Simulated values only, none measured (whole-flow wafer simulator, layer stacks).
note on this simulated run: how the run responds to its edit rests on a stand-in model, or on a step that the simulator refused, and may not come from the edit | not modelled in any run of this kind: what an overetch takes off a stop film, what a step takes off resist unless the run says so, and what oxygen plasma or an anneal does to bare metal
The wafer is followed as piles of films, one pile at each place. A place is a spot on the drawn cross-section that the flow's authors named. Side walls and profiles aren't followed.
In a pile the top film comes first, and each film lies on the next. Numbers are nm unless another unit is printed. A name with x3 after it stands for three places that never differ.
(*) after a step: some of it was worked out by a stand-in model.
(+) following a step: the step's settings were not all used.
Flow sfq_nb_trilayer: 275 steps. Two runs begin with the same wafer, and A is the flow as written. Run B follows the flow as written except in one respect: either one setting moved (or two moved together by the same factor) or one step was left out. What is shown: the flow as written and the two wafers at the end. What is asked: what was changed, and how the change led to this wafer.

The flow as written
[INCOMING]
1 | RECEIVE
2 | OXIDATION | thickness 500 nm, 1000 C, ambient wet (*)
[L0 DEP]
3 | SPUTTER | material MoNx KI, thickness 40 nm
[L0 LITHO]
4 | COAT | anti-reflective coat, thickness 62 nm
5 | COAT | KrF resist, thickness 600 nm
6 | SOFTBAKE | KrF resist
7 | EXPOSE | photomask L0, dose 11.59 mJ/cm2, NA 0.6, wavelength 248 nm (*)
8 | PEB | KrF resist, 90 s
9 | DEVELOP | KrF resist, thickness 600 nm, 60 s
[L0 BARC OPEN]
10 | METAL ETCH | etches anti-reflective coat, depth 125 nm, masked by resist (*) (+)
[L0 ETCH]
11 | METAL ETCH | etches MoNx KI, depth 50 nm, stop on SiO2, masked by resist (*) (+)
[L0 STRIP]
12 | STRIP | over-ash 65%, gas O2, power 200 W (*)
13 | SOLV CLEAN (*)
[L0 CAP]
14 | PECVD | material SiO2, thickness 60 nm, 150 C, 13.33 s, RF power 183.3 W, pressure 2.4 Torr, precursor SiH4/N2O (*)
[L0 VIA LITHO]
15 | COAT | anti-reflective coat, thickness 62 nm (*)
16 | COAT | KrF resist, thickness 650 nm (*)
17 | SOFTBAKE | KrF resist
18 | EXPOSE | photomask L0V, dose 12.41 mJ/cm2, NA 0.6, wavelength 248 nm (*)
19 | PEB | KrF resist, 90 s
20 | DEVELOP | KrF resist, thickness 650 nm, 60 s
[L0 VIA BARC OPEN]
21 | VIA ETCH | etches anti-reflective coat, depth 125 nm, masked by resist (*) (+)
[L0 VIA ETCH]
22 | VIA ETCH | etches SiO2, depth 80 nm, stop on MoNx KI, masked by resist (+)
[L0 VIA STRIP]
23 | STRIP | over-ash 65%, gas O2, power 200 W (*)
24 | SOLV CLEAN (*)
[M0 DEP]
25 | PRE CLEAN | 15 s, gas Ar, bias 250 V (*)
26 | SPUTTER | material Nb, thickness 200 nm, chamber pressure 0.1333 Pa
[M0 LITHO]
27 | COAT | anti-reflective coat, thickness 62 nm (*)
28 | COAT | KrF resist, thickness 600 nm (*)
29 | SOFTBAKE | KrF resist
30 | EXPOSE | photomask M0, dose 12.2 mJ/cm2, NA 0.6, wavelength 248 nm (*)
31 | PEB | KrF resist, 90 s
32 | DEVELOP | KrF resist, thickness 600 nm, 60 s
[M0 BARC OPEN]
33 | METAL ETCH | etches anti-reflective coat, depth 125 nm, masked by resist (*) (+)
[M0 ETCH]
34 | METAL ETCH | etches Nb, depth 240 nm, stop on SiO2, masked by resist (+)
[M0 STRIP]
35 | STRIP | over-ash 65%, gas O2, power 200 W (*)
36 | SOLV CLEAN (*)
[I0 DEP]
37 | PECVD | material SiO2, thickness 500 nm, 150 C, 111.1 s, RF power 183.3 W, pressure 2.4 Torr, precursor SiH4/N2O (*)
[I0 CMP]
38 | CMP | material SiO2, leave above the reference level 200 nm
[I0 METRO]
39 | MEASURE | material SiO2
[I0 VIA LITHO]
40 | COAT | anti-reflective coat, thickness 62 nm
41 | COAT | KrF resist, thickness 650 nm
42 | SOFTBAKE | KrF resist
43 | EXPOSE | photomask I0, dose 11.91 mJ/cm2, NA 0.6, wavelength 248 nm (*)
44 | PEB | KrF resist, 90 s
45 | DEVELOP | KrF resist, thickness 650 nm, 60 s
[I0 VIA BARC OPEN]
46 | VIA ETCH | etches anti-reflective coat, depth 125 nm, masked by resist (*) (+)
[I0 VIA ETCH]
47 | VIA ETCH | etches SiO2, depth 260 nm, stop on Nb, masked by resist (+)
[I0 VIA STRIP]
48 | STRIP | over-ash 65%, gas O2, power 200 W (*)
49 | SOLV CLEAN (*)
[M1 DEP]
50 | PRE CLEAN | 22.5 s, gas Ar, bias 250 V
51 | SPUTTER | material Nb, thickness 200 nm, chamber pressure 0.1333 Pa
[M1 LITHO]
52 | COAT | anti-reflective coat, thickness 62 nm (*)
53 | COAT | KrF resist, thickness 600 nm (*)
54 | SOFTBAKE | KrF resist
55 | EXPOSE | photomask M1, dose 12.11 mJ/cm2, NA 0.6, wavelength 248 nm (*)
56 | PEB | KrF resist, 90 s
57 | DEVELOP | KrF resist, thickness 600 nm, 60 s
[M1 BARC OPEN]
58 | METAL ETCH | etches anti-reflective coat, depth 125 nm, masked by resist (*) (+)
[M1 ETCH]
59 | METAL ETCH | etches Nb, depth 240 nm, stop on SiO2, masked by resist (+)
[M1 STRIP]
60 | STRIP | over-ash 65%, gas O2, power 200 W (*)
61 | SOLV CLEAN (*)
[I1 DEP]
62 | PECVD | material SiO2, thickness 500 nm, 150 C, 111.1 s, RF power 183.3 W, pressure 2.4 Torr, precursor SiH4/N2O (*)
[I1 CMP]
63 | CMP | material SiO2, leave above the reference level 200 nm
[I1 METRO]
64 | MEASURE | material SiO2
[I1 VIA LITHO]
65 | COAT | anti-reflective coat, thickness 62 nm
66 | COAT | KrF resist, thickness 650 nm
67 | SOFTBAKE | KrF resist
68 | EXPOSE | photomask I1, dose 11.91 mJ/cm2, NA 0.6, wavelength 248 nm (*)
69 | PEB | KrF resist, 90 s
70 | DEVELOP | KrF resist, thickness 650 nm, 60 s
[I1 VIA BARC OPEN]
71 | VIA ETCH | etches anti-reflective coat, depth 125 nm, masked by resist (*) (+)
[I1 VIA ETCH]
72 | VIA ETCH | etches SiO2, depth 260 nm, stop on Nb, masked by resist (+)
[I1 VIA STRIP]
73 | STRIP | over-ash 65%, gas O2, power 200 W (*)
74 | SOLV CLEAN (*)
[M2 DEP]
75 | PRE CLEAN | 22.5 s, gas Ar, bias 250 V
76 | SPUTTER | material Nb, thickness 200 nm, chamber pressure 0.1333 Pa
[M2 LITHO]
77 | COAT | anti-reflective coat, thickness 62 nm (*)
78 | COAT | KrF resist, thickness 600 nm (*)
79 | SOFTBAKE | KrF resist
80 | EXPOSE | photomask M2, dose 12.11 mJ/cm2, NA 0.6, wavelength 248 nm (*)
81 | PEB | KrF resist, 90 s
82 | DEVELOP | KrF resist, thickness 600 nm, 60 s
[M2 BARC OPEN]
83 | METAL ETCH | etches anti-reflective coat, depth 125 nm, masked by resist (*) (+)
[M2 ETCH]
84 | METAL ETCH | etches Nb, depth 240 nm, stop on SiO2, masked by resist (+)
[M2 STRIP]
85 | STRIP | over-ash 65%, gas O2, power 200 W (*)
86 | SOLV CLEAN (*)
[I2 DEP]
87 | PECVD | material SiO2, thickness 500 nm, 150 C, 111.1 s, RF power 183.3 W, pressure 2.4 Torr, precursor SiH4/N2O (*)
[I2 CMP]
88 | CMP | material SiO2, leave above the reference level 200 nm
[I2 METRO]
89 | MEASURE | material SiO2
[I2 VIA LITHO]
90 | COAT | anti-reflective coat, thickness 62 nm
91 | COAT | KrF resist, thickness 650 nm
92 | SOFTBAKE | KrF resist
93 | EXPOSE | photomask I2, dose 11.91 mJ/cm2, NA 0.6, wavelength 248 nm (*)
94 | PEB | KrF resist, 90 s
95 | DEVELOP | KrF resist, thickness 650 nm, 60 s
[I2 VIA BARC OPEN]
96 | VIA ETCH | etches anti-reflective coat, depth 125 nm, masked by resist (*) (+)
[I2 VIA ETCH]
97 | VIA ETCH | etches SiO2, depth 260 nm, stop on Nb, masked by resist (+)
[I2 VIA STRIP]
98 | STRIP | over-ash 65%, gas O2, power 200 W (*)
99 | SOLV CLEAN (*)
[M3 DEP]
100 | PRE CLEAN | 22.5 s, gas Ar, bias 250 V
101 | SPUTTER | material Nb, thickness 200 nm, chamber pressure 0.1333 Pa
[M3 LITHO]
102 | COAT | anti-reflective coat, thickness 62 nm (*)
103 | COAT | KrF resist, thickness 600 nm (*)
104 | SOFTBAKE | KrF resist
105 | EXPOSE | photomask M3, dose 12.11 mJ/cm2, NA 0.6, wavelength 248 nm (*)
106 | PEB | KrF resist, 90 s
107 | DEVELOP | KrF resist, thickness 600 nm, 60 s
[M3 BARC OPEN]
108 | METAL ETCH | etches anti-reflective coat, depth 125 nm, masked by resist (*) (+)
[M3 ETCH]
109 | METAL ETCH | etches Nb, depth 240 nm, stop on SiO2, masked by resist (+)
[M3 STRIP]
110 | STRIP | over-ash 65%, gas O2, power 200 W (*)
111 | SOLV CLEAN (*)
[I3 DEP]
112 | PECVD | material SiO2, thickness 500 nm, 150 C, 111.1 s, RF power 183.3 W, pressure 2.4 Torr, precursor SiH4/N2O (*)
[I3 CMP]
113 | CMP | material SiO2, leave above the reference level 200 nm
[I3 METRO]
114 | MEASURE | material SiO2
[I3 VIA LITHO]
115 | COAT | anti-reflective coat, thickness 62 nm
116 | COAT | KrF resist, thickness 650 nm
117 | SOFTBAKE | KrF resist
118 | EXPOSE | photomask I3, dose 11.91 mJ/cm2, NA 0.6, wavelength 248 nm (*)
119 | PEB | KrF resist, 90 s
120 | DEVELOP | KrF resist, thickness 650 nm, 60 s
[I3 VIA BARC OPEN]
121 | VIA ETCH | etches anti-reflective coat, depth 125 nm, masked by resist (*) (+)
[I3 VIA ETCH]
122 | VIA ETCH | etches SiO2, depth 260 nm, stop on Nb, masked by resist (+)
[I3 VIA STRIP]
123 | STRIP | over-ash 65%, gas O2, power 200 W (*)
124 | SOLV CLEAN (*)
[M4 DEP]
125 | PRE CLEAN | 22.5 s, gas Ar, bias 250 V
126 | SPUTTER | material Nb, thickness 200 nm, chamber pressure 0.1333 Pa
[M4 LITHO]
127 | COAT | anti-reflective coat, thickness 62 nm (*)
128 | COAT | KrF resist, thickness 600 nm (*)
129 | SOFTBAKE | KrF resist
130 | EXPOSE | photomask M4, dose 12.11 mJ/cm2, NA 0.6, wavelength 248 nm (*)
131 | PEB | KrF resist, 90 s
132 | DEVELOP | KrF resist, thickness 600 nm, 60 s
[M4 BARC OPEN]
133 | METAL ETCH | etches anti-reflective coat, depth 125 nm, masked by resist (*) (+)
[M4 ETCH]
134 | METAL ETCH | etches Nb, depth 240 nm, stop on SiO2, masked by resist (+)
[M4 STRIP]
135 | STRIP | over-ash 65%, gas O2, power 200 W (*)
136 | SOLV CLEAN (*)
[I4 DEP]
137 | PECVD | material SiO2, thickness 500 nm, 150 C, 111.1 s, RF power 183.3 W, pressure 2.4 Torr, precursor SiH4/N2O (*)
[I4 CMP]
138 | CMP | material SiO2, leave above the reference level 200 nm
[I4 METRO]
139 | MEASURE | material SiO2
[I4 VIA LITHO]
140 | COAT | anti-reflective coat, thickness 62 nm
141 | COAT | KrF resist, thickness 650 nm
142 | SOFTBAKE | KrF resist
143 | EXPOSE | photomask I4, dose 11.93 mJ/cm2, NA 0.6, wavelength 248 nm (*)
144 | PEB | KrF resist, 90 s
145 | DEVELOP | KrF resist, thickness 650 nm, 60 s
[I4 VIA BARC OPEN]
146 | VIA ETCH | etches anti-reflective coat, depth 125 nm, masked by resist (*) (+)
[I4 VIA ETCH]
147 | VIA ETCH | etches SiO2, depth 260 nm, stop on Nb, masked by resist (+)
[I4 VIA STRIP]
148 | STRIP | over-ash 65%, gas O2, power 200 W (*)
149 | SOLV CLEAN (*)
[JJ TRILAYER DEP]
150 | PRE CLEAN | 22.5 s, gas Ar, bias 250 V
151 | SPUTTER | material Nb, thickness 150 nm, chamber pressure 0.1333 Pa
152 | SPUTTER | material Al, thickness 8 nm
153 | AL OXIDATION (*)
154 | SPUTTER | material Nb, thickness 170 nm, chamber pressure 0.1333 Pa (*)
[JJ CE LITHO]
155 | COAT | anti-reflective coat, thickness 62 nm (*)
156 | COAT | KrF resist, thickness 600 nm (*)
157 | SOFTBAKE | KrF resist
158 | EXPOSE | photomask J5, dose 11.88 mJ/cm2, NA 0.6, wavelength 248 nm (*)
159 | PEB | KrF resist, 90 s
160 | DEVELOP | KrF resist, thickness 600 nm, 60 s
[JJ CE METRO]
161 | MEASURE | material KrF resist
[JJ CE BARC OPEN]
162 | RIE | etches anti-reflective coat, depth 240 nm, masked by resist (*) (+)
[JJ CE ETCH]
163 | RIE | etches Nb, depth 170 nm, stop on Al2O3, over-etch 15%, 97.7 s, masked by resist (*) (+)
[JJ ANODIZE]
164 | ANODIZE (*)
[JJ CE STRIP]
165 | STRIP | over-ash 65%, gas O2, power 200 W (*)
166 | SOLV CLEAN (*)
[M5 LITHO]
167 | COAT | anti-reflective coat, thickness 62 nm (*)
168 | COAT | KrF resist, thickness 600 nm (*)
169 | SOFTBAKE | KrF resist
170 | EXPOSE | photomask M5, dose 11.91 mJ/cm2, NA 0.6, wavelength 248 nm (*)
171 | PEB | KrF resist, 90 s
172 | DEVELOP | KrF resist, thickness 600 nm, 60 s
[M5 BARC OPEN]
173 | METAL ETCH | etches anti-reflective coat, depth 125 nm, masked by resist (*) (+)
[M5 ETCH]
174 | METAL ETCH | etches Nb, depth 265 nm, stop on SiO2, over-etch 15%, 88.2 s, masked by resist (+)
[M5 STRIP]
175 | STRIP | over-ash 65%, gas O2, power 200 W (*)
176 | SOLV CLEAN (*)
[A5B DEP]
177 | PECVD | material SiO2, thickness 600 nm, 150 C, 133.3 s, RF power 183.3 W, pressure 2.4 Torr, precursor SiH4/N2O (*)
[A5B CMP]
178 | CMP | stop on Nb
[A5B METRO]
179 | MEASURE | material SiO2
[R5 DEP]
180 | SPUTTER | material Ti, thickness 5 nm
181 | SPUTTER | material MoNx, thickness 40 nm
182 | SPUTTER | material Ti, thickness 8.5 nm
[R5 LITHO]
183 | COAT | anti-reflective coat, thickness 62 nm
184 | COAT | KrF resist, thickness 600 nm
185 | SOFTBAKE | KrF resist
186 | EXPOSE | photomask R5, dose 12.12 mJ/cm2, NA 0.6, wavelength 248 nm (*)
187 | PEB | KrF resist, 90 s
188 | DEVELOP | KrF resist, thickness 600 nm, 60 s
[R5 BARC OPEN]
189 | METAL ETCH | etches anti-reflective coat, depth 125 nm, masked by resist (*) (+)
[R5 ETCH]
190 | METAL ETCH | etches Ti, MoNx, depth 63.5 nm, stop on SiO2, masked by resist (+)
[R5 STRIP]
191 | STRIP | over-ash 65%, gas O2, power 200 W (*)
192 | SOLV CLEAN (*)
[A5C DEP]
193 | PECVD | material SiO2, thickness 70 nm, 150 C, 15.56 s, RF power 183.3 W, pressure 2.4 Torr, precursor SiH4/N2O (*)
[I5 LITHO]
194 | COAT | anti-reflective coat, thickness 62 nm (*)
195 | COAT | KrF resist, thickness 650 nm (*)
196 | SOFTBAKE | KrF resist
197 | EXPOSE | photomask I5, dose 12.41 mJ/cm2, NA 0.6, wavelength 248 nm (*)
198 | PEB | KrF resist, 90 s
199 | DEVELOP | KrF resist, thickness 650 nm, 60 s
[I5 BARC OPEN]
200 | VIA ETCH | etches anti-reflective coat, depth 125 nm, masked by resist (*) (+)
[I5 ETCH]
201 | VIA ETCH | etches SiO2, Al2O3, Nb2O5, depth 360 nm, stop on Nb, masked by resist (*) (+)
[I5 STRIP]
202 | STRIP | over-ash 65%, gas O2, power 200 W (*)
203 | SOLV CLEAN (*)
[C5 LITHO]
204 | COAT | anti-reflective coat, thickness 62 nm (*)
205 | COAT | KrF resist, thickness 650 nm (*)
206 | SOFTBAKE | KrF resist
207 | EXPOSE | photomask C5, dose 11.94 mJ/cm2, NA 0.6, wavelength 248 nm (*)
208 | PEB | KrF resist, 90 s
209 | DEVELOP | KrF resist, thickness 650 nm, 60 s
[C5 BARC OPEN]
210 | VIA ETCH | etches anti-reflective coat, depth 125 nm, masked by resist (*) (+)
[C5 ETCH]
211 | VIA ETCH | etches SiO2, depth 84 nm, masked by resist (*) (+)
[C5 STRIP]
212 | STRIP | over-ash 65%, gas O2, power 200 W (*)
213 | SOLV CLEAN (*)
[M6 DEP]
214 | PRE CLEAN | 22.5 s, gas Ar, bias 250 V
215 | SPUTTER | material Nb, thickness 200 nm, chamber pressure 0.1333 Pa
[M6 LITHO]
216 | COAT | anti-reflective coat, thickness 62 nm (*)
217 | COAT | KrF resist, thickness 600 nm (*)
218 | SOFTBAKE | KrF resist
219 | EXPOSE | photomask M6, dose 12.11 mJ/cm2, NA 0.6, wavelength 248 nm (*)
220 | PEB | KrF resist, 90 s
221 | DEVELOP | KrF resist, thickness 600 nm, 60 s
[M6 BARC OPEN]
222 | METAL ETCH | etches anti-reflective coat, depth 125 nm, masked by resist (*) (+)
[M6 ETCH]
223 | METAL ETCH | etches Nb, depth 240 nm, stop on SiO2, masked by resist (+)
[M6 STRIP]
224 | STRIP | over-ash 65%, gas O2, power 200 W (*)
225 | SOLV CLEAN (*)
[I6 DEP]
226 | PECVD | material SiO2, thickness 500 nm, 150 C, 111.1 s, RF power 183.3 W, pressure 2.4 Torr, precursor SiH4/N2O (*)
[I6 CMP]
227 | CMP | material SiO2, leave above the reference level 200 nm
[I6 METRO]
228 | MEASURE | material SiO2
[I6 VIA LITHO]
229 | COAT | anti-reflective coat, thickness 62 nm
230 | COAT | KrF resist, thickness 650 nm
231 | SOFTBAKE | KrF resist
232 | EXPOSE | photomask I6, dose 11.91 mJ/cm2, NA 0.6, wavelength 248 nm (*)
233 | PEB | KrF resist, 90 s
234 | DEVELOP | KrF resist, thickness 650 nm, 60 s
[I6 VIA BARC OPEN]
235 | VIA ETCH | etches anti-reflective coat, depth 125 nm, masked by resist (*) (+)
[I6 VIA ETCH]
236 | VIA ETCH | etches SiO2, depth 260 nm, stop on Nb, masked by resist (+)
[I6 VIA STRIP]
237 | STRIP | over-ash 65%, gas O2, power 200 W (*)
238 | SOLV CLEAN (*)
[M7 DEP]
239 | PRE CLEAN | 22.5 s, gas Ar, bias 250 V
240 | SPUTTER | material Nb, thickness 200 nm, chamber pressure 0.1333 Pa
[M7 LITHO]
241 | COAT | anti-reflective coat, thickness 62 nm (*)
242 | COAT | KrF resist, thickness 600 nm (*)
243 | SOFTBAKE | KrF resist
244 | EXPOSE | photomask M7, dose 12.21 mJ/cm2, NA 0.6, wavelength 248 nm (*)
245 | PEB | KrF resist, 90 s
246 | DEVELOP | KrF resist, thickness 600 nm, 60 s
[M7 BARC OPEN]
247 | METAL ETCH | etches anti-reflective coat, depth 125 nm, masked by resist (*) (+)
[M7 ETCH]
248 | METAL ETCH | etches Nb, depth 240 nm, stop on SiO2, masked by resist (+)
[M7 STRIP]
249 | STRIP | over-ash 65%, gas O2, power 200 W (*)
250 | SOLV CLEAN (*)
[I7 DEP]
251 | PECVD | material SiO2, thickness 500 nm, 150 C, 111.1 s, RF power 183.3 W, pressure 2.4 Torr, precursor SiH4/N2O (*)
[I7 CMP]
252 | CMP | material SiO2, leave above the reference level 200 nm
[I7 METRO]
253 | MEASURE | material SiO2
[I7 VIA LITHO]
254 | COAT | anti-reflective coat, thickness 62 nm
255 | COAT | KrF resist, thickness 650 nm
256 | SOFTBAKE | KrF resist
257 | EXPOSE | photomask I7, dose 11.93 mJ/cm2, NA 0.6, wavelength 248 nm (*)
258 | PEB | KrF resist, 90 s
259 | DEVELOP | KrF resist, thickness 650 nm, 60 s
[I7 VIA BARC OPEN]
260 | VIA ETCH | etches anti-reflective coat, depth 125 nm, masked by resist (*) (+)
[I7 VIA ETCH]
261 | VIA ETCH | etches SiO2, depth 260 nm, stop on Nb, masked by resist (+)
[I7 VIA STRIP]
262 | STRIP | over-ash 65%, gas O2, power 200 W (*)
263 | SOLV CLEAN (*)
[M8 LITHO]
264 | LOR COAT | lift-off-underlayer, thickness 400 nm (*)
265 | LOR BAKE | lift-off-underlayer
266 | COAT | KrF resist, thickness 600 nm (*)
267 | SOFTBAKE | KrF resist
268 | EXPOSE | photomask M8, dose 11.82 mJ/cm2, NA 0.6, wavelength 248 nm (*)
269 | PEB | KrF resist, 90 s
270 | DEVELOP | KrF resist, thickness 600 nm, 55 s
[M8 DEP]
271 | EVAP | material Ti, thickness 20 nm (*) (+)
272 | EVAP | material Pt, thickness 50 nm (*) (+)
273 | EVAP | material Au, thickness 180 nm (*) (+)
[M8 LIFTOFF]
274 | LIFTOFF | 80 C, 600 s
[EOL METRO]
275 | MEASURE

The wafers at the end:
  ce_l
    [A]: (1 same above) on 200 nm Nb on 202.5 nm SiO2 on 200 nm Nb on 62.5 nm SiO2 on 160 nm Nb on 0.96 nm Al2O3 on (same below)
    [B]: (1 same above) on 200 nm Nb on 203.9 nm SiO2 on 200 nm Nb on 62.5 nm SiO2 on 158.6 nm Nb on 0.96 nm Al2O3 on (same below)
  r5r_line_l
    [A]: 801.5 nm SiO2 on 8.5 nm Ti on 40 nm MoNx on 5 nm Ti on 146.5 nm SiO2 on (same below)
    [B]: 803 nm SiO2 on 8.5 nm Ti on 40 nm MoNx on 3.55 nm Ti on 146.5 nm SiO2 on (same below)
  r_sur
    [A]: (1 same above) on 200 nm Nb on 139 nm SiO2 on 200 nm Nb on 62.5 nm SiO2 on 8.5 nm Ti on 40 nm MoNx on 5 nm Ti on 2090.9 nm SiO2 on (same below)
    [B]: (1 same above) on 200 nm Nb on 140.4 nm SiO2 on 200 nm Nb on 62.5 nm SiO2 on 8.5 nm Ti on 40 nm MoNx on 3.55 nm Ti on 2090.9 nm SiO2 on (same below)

What caused this: step 180, SPUTTER: thickness 3.55 nm was run, though the flow has thickness 5 nm.
The wafer lets one read it off: r5r_line_l has Ti 3.55, and step 180 as written asks for 5 nm.

How this came from the change, step by step:
  180 | SPUTTER | material Ti, thickness 5 nm
      field_l, v_sur, via_wl and 103 more: A Ti gains 5 (new film) | B Ti gains 3.55 (new film)
  190 | METAL ETCH | etches Ti, MoNx, depth 63.5 nm, stop on SiO2, masked by resist (+)
      field_l, v_sur, via_wl and 92 more: A Ti loses 8.5 (all of it), MoNx loses 40 (all of it), Ti loses 5 (all of it) | B Ti loses 8.5 (all of it), MoNx loses 40 (all of it), Ti loses 3.55 (all of it)
      ce_l, c5j, ce_r, wl_jj: A Ti loses 8.5 (all of it), MoNx loses 40 (all of it), Ti loses 5 (all of it), Nb loses 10 | B Ti loses 8.5 (all of it), MoNx loses 40 (all of it), Ti loses 3.55 (all of it), Nb loses 11.4
